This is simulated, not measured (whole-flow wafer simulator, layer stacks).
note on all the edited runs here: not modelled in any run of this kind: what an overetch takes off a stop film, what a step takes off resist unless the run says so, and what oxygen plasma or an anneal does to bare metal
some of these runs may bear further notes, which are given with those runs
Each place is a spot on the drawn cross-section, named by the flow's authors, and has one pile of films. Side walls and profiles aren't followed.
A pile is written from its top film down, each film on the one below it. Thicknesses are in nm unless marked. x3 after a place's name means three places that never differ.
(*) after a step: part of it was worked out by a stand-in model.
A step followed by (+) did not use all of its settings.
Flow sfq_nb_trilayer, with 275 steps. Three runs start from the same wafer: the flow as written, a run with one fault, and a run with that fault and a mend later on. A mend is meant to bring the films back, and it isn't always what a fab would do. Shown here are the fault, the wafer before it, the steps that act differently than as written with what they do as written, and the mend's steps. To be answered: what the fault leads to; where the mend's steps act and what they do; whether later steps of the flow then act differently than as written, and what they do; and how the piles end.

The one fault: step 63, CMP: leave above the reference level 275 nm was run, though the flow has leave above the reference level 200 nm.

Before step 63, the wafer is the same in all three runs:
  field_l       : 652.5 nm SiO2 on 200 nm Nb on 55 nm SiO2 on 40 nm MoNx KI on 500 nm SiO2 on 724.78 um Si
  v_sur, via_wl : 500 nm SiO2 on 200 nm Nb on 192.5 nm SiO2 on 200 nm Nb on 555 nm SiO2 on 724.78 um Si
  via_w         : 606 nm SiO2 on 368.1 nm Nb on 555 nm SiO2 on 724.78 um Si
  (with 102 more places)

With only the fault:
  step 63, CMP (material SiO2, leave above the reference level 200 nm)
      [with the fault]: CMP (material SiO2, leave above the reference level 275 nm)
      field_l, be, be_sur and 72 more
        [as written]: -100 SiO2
        [with the fault]: -25 SiO2
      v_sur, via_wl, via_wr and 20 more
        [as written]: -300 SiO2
        [with the fault]: -225 SiO2
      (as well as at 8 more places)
  Steps later in the flow that act otherwise than as written (not shown: 4 more steps that differ only slightly, by at most 2% or 0.5 nm, whichever is larger):
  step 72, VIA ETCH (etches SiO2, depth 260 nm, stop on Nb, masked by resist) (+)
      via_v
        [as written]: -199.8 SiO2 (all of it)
        [with the fault]: -260 SiO2
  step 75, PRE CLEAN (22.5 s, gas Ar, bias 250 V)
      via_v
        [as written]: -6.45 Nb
        [with the fault]: -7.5 SiO2
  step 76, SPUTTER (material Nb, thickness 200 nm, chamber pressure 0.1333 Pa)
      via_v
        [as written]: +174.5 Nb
        [with the fault]: +163.1 Nb (new film)
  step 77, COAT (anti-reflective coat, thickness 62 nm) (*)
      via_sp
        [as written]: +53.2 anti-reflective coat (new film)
        [with the fault]: +51.9 anti-reflective coat (new film)
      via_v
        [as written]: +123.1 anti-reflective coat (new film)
        [with the fault]: +136.1 anti-reflective coat (new film)
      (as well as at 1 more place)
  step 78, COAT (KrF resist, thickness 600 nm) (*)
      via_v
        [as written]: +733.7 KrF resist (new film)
        [with the fault]: +783.4 KrF resist (new film)
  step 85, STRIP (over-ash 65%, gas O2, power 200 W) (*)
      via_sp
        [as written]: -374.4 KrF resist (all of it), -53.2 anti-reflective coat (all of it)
        [with the fault]: -370.4 KrF resist (all of it), -51.9 anti-reflective coat (all of it)
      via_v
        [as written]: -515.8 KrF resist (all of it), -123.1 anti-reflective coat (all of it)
        [with the fault]: -565.3 KrF resist (all of it), -136.1 anti-reflective coat (all of it)
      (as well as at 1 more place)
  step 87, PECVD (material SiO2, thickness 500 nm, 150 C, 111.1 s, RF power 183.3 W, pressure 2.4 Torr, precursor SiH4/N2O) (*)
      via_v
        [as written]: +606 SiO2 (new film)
        [with the fault]: +678.7 SiO2 (new film)
  By the end, the piles at field_l, v_sur, via_wl and 103 more depart from the flow's by more than 2% or 0.5 nm, whichever is larger.
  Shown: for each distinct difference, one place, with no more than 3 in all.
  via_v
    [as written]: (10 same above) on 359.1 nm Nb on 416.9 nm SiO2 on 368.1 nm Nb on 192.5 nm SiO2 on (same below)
    [with the fault]: (10 same above) on 359.1 nm Nb on 489.6 nm SiO2 on 163.1 nm Nb on 7.34 nm SiO2 on 200 nm Nb on 192.5 nm SiO2 on (same below)
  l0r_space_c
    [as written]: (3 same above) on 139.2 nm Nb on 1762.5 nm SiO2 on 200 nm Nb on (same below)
    [with the fault]: (3 same above) on 139.2 nm Nb on 1837.5 nm SiO2 on 200 nm Nb on (same below)
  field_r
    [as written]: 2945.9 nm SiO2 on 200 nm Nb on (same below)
    [with the fault]: 3020.9 nm SiO2 on 200 nm Nb on (same below)

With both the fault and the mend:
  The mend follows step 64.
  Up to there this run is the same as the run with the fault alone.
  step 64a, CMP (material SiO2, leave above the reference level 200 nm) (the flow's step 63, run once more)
      field_l, v_sur, via_wl and 103 more
        -75 SiO2
  None of the later steps of the flow acts differently than as written at any place that is followed.
  The piles end the same as the flow's at every place that both follow.
